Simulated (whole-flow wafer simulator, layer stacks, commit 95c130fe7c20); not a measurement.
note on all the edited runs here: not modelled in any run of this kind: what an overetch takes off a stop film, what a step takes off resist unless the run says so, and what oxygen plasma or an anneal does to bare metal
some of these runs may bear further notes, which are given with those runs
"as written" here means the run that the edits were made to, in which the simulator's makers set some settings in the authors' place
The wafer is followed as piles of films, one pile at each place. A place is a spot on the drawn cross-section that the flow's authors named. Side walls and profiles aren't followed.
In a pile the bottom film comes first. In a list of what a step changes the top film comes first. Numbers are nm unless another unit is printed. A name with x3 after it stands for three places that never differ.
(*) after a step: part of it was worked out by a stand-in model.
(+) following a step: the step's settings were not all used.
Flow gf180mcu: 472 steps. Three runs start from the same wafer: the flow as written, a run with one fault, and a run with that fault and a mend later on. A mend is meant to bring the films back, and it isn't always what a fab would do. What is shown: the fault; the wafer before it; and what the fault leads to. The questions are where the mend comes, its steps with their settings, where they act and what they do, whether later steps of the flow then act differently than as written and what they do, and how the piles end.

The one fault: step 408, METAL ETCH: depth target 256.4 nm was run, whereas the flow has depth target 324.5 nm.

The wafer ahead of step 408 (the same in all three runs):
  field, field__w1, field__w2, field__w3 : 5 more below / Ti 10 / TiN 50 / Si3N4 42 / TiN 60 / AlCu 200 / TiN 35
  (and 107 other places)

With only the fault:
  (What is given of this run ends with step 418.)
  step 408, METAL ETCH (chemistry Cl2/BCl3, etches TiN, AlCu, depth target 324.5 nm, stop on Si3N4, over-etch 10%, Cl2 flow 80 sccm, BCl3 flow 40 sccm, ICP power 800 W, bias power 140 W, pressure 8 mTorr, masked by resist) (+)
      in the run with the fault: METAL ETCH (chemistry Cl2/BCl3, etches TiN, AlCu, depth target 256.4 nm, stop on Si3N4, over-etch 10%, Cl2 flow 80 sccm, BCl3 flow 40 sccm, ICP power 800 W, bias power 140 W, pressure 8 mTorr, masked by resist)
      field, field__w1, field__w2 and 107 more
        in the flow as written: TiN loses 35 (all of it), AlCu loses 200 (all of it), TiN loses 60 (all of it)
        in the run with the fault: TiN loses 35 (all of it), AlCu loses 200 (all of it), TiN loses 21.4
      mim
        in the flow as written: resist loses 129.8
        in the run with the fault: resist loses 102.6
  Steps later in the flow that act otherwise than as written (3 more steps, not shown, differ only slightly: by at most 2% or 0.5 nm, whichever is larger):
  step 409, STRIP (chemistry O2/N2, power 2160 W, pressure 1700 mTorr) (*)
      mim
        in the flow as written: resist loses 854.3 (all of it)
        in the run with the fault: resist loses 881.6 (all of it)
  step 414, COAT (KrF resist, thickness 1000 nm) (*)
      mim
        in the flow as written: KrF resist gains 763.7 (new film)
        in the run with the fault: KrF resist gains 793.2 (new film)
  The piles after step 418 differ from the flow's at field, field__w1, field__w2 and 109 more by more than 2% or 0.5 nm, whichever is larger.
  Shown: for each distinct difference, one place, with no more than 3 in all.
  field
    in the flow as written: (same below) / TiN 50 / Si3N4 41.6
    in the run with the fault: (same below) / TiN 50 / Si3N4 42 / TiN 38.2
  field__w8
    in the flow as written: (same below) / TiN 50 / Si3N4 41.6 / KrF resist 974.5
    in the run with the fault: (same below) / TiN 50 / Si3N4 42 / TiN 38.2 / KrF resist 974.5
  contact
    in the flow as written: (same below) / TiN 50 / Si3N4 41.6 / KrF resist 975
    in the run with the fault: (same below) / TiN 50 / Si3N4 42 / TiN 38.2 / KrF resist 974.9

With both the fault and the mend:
  The mend follows step 410.
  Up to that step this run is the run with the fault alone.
  step 410a, DEHYDRATE (200 C, 60 s) (a further turn of the flow's step 401)
      leaves every film unchanged at each place that is followed
  step 410b, HMDS (120 C, 60 s) (a further turn of the flow's step 402)
      leaves every film unchanged at each place that is followed
  step 410c, COAT (resist, thickness 1000 nm) (*) (a further turn of the flow's step 403)
      field__w8, m1__w1, iso_ptap_pw and 39 more
        resist gains 1000 (new film)
      p_well, sti, spacer, sd_n, mim_1p0, pad, dice_street
        resist gains 1000.5 (new film)
      n_well, sd_p, gate_p, contact, m1, nw_enc_fld_lv__w3
        resist gains 1000.9 (new film)
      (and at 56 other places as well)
  step 410d, SOFTBAKE (resist) (a further turn of the flow's step 404)
      npoly_u, ppoly_u
        resist gains 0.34
      field
        resist loses 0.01
      field__w2
        resist gains 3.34
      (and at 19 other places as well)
  step 410e, EXPOSE (photomask FuseTop) (a further turn of the flow's step 405)
      leaves every film unchanged at each place that is followed
  step 410f, PEB (resist, 70.3 s) (a further turn of the flow's step 406)
      field, field__w1, field__w5 and 95 more
        resist loses 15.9
      field__w2, field__w3, field__w12, pplus_u, nw_enc_fld_lv__w1, nw_enc_fld_lv__w4
        resist loses 16
      field__w7, field__w11, field__w13, ppoly_u, npoly_sal
        resist loses 16.2
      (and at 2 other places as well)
  step 410g, DEVELOP (thickness 1000 nm, 60 s) (a further turn of the flow's step 407)
      field__w8, m1__w1, iso_ptap_pw and 39 more
        resist loses 984.1 (all of it)
      p_well, sti, spacer, sd_n, mim_1p0, pad, dice_street
        resist loses 984.7 (all of it)
      field, ld_fp_p, ld_drift_p, ld_drn_p, ld_body_p_dnw, m1_nw
        resist loses 985.6 (all of it)
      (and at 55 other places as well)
  step 410h, METAL ETCH (chemistry Cl2/BCl3, etches TiN, AlCu, depth target 68.1 nm, stop on Si3N4, over-etch 10%, Cl2 flow 80 sccm, BCl3 flow 40 sccm, ICP power 800 W, bias power 140 W, pressure 8 mTorr, masked by resist) (+) (a further turn of the flow's step 408, with different settings)
      field, field__w1, field__w2 and 107 more
        TiN loses 38.2 (all of it)
      mim
        resist loses 16.8
  step 410i, STRIP (chemistry O2/N2, power 2160 W, pressure 1700 mTorr) (*) (a further turn of the flow's step 409)
      mim
        resist loses 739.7 (all of it)
  step 410j, STRIP (chemistry post etch residue remover, 72.5 C, 1200 s) (*) (a further turn of the flow's step 410)
      field, field__w1, field__w2 and 107 more
        Si3N4 loses 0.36
      mim
        TiN loses 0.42
  Later steps of the flow that are run all act as written at every place that is followed, up to a difference of at most 2% or 0.5 nm, whichever is larger.
  At the end the piles are close to the flow's at the places that both follow, differing by at most 2% or 0.5 nm, whichever is larger.
